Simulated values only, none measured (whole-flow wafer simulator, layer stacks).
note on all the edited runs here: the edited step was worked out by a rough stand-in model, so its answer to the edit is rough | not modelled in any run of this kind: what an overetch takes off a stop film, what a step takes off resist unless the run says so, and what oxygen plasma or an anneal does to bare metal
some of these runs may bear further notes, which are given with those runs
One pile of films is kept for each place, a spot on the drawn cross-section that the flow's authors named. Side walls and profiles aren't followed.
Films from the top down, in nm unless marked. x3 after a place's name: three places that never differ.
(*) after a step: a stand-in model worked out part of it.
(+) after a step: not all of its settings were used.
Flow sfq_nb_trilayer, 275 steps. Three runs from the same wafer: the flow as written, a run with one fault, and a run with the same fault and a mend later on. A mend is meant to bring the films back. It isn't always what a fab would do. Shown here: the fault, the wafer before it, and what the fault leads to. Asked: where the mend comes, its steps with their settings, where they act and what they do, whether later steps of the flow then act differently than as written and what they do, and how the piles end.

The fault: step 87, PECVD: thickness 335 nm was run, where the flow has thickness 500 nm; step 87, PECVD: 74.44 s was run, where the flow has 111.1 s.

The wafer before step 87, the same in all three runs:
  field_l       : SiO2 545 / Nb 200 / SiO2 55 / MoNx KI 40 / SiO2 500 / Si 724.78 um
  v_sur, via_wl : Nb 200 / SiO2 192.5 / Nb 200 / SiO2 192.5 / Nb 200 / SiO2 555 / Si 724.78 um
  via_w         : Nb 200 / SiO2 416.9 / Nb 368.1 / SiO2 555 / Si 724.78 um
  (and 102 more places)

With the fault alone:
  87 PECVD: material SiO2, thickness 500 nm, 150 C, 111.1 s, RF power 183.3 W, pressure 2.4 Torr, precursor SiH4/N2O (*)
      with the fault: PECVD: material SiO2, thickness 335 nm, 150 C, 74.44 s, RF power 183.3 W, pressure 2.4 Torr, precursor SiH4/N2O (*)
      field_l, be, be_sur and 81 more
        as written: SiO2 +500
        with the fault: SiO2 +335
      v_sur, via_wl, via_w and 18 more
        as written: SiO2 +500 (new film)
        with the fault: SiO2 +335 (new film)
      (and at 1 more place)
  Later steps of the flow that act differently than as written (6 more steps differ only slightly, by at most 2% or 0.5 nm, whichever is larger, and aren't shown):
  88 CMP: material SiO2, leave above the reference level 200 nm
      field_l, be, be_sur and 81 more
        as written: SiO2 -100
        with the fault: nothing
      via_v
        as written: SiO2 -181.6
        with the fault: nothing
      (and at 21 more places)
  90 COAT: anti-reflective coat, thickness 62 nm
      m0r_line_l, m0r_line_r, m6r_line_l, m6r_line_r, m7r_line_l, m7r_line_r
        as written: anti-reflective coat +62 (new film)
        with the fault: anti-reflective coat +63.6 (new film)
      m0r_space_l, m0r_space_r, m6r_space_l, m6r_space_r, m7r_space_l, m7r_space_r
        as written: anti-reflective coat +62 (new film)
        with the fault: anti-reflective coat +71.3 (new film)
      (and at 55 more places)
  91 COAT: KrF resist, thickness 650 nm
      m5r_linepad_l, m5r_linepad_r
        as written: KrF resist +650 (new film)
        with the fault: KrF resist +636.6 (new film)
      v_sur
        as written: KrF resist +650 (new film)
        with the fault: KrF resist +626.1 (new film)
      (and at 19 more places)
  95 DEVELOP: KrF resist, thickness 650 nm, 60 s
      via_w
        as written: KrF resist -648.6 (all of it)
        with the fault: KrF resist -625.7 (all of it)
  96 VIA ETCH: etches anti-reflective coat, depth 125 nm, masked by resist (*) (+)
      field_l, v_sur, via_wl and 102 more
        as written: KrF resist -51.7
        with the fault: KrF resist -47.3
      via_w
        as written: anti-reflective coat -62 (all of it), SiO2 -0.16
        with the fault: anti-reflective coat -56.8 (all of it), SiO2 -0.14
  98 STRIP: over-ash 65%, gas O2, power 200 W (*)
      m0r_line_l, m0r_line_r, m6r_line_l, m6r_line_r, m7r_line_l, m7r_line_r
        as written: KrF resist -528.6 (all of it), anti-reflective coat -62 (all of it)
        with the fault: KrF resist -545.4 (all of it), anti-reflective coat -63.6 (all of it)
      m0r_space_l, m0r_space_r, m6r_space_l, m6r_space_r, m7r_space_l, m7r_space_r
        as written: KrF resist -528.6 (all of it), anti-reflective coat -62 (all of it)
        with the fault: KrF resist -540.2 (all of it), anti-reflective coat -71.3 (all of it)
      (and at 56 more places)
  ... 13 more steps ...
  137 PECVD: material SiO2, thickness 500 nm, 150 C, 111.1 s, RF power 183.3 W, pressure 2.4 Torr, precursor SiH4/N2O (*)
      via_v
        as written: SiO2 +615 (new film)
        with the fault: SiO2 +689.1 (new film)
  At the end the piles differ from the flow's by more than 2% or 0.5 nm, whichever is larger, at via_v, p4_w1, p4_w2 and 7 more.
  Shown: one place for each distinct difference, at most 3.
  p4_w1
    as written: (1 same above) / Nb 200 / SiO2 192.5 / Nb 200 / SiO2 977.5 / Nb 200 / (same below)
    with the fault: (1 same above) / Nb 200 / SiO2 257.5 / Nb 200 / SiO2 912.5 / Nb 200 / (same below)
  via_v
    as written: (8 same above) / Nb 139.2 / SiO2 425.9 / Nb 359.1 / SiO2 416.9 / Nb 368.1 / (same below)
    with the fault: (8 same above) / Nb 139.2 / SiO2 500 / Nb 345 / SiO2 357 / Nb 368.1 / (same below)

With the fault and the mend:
  The mend comes after step 87.
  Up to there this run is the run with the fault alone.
  87a PECVD: material SiO2, thickness 165 nm, 150 C, 36.67 s, RF power 183.3 W, pressure 2.4 Torr, precursor SiH4/N2O (the flow's step 87 once more, with other settings)
      field_l, v_sur, via_wl and 102 more
        SiO2 +165
      via_v
        SiO2 +154.7
  Later steps of the flow that act differently than as written:
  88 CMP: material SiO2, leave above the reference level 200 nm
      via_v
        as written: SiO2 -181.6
        with the mend: SiO2 -94.7
  At the end the piles are the same as the flow's at every place that both follow.
